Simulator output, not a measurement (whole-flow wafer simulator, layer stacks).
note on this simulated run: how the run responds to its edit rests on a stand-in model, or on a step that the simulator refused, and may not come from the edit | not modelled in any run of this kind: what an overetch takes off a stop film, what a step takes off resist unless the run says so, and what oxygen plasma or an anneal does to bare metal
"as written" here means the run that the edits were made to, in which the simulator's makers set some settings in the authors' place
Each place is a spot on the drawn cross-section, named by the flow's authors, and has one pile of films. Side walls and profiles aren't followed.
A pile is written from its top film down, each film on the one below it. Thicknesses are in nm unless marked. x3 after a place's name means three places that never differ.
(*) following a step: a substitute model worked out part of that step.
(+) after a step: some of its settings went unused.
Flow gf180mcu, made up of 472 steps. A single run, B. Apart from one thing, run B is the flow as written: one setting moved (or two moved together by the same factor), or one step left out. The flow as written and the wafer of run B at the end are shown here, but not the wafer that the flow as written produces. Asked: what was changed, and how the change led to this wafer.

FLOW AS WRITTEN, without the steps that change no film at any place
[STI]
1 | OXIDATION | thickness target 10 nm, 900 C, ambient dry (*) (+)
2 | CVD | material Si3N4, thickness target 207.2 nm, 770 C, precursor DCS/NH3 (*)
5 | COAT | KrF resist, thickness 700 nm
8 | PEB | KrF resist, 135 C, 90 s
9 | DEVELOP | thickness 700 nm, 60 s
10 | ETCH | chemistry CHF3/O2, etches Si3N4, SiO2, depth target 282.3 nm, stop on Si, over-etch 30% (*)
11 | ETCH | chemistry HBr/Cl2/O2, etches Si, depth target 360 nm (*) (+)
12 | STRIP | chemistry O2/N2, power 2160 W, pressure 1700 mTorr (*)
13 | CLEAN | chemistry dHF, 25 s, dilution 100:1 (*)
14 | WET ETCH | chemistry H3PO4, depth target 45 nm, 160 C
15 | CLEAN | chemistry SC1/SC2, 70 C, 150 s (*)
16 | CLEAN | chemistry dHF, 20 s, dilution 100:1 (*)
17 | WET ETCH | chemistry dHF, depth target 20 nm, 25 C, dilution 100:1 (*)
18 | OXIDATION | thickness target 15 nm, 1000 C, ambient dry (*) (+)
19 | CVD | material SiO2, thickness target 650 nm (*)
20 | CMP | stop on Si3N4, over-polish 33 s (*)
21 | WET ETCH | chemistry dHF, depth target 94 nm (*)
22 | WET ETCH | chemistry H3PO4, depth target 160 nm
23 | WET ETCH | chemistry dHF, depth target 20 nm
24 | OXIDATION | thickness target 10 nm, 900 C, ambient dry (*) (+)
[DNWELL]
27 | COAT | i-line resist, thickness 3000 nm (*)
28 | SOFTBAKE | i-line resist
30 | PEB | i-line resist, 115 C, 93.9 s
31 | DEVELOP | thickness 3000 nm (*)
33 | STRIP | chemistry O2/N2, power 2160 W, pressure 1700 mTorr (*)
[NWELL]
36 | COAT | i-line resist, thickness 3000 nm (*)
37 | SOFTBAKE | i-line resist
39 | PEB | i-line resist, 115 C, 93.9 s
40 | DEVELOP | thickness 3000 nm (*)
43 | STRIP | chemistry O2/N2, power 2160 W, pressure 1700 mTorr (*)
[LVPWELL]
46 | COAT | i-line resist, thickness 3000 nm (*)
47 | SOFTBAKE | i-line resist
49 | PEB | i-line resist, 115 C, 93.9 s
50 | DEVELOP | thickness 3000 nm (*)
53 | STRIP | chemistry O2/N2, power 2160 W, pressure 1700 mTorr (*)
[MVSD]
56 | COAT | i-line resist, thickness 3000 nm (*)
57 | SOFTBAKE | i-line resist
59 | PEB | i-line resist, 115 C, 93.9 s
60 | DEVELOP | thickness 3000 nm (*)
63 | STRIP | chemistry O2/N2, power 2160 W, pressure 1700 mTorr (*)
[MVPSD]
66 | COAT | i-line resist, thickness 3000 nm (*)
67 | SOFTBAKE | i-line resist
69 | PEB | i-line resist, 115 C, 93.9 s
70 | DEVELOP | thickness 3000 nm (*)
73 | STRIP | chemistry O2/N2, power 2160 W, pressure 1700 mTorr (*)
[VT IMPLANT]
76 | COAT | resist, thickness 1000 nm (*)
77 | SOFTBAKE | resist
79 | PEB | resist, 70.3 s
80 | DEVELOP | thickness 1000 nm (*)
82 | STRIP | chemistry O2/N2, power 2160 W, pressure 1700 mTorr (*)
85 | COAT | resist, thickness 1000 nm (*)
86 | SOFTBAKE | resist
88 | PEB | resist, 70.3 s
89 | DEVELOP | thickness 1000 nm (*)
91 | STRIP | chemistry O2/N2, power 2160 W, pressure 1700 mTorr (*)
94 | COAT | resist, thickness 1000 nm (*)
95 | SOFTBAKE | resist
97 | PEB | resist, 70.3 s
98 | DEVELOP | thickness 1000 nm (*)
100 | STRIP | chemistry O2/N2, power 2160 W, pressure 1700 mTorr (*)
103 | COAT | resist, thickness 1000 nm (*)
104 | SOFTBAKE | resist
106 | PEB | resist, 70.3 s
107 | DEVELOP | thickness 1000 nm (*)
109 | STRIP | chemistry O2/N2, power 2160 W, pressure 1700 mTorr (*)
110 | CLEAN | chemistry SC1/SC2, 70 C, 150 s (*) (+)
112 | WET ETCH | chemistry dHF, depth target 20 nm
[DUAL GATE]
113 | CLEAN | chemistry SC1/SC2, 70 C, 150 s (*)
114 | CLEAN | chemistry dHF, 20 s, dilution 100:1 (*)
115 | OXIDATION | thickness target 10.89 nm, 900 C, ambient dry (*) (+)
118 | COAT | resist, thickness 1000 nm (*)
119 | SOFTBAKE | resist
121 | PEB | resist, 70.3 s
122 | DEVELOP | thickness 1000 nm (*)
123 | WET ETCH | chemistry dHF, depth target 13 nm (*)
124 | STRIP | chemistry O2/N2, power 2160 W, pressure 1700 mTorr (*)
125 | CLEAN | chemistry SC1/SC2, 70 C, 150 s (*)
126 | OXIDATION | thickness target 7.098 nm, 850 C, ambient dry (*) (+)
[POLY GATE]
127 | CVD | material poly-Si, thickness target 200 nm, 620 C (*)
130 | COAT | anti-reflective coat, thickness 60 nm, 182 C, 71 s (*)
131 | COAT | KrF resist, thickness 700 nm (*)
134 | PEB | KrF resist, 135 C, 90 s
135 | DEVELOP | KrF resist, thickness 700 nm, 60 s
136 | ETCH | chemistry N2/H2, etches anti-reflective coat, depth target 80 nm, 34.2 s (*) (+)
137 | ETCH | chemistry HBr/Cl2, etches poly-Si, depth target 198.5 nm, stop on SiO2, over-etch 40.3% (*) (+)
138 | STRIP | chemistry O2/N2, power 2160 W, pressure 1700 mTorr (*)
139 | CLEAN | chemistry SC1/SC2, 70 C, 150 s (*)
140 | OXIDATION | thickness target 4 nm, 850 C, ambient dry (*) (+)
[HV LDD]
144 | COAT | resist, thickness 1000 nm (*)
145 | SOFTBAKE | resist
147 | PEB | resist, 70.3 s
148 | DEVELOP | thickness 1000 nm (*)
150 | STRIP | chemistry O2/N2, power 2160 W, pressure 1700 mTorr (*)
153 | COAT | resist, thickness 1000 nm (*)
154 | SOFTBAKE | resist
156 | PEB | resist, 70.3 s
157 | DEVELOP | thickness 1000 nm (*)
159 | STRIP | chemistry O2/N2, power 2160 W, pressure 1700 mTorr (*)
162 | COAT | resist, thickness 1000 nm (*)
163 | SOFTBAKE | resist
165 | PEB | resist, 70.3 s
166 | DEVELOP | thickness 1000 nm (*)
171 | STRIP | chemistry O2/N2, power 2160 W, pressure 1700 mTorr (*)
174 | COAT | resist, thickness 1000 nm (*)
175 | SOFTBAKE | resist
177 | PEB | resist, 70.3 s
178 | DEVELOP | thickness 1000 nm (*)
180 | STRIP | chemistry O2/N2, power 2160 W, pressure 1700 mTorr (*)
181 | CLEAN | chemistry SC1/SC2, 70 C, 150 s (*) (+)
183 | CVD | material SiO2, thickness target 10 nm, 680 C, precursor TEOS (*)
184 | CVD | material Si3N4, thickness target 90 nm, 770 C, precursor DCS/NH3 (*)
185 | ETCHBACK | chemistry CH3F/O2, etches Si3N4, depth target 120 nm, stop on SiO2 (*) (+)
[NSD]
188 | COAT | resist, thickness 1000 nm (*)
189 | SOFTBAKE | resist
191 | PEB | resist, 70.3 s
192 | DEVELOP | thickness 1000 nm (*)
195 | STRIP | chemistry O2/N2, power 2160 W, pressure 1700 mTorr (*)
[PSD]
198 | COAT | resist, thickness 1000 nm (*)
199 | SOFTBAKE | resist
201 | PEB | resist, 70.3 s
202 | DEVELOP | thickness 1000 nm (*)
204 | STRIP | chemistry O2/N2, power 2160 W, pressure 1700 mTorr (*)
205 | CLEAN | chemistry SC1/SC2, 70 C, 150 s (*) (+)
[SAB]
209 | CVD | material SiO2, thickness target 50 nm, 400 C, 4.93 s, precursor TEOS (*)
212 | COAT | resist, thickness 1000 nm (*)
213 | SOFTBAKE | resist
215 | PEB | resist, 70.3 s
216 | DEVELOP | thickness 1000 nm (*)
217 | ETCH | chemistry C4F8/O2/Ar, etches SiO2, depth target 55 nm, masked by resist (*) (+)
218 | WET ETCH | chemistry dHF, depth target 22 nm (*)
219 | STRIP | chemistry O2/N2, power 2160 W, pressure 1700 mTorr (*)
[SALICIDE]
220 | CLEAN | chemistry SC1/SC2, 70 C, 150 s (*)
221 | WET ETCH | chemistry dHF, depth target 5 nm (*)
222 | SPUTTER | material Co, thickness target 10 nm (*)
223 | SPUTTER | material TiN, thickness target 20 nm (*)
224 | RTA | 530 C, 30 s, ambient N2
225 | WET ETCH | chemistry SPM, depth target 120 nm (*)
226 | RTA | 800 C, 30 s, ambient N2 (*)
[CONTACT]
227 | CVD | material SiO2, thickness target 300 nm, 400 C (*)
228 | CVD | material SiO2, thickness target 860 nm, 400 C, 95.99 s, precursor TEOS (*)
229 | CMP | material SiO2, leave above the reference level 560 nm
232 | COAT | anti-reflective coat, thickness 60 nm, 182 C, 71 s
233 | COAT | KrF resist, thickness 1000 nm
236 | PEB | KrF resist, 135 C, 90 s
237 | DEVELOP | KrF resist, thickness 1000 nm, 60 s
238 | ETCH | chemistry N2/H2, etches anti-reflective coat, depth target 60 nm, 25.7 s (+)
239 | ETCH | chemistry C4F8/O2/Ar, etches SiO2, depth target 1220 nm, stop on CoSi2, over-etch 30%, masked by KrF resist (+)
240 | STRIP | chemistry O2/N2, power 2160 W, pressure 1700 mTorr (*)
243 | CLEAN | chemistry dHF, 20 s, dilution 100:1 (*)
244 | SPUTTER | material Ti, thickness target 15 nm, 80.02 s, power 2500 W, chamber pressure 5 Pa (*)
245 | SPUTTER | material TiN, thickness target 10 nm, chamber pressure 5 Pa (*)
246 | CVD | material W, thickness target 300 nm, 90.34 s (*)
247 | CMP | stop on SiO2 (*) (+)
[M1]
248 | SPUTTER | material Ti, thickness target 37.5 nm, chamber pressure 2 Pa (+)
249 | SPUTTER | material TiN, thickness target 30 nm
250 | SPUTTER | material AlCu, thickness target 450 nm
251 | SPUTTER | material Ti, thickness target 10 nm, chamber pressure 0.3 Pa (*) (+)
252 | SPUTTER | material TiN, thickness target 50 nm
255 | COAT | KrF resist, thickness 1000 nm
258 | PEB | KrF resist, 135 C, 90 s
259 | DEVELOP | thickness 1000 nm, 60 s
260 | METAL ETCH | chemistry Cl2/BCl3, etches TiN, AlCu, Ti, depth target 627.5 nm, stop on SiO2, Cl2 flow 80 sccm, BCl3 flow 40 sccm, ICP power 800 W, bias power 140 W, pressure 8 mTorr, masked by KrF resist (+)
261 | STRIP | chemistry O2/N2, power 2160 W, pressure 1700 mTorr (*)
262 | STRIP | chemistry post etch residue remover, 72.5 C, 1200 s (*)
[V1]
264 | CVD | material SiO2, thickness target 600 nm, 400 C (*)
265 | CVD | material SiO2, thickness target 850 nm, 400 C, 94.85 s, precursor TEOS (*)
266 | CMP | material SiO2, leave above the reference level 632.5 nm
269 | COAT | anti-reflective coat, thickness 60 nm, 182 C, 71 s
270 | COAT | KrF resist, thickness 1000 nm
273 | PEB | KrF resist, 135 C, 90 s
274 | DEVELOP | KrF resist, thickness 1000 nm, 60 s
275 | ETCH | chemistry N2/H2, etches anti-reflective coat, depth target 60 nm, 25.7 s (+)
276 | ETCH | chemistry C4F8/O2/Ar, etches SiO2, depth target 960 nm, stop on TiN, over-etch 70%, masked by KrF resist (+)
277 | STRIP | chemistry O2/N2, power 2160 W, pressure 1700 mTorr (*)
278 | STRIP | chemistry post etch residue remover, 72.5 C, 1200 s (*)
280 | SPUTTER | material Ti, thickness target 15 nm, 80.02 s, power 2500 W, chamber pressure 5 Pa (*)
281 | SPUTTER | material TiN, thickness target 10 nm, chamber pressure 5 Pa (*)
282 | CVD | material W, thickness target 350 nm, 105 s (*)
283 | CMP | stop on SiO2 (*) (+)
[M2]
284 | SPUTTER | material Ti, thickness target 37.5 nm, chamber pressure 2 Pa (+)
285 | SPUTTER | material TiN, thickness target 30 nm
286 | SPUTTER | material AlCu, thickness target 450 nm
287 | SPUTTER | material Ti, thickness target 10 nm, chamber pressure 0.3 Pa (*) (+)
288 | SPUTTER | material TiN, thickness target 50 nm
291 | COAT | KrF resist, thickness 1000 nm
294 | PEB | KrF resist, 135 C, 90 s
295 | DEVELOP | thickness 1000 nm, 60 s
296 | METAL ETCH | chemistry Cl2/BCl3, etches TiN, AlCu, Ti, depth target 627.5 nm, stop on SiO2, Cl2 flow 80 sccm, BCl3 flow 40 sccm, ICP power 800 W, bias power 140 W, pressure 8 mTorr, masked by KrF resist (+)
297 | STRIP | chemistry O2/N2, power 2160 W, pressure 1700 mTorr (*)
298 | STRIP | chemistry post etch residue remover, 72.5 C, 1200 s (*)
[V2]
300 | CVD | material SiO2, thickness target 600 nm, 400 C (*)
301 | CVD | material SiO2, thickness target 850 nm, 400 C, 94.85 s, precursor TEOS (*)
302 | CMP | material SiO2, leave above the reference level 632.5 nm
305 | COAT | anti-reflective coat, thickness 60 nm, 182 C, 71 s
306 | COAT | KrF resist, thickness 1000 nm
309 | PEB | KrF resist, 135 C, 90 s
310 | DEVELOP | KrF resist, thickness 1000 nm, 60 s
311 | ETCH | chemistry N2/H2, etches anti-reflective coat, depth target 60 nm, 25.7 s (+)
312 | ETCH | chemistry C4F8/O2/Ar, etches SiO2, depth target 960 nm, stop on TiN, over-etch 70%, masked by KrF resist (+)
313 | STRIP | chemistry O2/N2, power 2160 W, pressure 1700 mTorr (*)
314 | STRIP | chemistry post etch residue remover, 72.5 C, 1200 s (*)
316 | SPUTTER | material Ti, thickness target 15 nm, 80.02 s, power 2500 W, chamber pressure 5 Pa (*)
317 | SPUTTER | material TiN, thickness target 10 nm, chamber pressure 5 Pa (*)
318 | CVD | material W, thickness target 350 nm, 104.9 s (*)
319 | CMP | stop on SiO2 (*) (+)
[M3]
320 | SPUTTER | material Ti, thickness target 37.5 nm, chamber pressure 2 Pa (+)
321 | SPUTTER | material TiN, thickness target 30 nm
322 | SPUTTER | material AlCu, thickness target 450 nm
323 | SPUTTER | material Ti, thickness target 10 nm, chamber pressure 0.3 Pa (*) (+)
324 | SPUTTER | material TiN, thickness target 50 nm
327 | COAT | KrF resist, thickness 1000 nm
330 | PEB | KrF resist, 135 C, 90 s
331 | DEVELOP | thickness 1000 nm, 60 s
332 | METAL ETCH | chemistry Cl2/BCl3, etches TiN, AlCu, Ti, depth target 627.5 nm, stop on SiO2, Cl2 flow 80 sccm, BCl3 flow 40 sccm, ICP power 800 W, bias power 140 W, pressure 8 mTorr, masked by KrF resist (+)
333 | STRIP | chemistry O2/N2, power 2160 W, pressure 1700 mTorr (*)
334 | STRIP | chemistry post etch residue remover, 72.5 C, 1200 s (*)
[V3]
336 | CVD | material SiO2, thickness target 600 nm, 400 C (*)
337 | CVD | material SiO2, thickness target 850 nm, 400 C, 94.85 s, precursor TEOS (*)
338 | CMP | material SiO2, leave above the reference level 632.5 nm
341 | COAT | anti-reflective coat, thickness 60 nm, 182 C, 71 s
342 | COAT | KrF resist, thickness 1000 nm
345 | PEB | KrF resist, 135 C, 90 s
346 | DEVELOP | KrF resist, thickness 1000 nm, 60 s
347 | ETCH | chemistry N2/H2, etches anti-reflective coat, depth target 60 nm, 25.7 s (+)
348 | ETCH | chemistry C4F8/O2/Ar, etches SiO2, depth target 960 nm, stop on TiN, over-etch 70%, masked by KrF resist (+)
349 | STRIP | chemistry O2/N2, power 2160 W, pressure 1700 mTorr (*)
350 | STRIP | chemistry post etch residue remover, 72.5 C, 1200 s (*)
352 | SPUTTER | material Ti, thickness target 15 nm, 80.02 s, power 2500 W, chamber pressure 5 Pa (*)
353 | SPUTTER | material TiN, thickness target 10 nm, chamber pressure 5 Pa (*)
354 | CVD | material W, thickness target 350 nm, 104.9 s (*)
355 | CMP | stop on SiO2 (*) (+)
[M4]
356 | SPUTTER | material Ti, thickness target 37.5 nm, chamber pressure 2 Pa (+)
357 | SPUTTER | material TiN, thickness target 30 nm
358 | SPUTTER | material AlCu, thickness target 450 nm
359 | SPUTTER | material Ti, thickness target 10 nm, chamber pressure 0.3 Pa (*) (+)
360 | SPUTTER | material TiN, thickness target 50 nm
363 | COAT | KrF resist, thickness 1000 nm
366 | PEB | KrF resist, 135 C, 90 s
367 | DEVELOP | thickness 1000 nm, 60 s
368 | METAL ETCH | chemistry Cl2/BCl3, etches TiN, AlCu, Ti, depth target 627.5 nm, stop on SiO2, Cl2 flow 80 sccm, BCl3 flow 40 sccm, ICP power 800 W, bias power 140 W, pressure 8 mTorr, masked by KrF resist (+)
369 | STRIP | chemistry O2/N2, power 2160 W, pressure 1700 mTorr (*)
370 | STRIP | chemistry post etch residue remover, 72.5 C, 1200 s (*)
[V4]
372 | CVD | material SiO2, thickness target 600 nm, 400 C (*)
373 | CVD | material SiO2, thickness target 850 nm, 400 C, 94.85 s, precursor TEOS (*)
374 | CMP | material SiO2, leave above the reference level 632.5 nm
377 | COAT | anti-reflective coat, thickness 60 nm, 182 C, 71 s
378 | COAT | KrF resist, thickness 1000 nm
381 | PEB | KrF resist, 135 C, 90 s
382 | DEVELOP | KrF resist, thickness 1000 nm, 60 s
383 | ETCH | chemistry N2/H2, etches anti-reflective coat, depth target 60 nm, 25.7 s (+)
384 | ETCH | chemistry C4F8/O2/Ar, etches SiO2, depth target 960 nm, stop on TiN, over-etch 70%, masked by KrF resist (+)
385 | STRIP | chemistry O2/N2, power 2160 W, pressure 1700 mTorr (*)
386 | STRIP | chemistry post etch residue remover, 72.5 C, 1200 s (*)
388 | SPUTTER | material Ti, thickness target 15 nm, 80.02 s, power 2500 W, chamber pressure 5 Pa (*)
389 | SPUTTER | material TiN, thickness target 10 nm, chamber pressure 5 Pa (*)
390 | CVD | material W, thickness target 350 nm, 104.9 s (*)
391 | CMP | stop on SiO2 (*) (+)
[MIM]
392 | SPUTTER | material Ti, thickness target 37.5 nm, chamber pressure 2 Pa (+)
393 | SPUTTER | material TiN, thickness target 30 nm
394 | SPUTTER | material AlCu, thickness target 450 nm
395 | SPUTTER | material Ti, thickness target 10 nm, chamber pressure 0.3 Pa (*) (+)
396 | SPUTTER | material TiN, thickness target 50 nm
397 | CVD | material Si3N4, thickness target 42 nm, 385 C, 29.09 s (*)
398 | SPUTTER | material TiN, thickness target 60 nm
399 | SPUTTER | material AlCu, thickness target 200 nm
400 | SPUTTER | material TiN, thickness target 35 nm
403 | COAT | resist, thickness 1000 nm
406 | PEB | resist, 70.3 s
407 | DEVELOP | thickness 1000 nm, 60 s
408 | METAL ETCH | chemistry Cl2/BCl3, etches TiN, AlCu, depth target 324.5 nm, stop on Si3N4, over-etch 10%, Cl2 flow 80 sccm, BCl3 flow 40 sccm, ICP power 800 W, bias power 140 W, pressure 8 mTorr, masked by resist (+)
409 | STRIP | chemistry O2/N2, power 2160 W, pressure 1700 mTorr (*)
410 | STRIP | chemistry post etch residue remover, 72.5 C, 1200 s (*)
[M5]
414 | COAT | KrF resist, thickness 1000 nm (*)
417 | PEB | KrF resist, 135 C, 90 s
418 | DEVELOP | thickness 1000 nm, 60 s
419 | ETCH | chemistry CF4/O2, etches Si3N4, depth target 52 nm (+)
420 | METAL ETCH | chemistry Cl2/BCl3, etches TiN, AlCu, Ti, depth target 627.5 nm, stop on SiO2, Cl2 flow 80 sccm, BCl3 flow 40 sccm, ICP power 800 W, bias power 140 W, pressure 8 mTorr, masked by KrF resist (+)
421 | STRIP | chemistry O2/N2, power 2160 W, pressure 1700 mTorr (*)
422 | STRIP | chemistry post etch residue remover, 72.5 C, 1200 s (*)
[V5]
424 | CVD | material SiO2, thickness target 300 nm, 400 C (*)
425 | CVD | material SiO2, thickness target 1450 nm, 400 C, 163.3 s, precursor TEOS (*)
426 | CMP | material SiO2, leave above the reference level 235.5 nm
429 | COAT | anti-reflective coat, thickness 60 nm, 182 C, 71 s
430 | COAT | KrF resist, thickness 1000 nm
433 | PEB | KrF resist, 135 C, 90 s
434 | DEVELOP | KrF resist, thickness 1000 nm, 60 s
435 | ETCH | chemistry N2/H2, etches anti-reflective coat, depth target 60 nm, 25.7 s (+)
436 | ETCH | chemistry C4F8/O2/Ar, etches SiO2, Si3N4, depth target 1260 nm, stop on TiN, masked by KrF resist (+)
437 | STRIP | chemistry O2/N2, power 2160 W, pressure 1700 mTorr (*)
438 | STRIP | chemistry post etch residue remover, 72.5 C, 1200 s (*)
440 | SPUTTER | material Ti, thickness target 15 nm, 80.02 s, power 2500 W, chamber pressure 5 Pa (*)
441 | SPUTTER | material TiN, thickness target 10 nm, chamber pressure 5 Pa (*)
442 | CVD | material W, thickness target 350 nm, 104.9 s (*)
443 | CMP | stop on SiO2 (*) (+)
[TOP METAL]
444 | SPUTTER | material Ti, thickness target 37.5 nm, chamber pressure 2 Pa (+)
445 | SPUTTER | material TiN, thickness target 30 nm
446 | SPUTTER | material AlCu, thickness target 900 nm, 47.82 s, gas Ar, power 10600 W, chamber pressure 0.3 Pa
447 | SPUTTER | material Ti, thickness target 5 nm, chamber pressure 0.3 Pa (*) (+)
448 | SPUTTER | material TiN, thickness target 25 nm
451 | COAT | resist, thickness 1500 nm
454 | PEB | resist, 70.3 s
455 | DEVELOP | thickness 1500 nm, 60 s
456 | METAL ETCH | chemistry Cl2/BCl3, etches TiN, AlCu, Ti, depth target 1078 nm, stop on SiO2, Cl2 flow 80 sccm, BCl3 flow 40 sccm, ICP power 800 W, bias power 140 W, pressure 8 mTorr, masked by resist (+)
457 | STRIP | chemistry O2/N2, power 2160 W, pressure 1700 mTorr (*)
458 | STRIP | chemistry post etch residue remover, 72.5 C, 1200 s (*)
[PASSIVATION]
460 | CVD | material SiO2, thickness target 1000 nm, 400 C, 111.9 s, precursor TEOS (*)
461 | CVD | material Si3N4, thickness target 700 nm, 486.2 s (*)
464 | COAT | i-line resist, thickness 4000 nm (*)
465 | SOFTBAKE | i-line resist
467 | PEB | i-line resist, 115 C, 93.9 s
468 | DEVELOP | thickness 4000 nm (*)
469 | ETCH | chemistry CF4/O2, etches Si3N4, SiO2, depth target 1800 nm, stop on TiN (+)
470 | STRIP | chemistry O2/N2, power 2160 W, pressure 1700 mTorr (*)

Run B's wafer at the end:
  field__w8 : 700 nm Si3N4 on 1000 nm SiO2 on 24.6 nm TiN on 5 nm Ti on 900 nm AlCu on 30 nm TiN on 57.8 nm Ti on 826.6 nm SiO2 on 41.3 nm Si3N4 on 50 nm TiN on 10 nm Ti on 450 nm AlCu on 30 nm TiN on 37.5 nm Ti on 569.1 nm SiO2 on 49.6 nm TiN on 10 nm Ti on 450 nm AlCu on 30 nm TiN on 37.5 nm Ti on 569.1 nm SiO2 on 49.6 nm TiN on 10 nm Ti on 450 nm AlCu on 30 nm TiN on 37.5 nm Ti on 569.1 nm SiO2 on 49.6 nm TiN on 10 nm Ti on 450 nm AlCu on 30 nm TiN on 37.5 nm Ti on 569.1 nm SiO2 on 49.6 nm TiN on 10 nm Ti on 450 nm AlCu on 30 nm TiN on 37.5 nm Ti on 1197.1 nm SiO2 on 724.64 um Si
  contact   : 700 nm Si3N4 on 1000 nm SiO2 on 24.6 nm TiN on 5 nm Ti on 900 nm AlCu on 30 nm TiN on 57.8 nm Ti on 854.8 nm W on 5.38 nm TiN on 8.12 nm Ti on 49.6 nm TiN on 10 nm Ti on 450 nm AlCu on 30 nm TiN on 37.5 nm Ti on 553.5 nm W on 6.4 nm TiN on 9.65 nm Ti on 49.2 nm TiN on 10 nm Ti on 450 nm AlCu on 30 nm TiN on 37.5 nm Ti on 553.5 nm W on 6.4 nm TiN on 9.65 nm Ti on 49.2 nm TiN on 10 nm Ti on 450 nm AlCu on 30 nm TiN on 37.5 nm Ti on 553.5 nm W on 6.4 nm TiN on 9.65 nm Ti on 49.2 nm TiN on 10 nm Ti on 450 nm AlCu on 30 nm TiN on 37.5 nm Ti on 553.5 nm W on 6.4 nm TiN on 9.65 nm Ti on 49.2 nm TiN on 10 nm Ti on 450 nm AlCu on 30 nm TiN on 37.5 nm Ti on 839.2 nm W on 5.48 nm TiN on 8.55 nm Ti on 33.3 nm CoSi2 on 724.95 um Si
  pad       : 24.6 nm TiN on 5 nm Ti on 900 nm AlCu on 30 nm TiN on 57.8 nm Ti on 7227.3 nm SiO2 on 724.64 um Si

What caused this: step 444, SPUTTER: thickness target 57.8 nm was run, whereas the flow has thickness target 37.5 nm.
The wafer itself shows it: field__w8 has Ti 57.8, and step 444 as written asks for 37.5 nm.

Step by step, how the change led to this:
  444 | SPUTTER | material Ti, thickness target 37.5 nm, chamber pressure 2 Pa (+)
      field, field__w1, field__w2 and 109 more: +57.8 Ti (new film) (it would be, as written: +37.5 Ti (new film))
  456 | METAL ETCH | chemistry Cl2/BCl3, etches TiN, AlCu, Ti, depth target 1078 nm, stop on SiO2, Cl2 flow 80 sccm, BCl3 flow 40 sccm, ICP power 800 W, bias power 140 W, pressure 8 mTorr, masked by resist (+)
      field, field__w1, field__w2 and 103 more: -25 TiN (all of it), -5 Ti (all of it), -900 AlCu (all of it), -30 TiN (all of it), -57.8 Ti (all of it) (it would be, as written: -25 TiN (all of it), -5 Ti (all of it), -900 AlCu (all of it), -30 TiN (all of it), -37.5 Ti (all of it))
  465 | SOFTBAKE | i-line resist
      gate: -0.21 i-line resist (it would be, as written: +1.79 i-line resist)
      ld_fp_p, ld_drift_p: +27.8 i-line resist (it would be, as written: +33.8 i-line resist)
      (as well as at 63 more places)
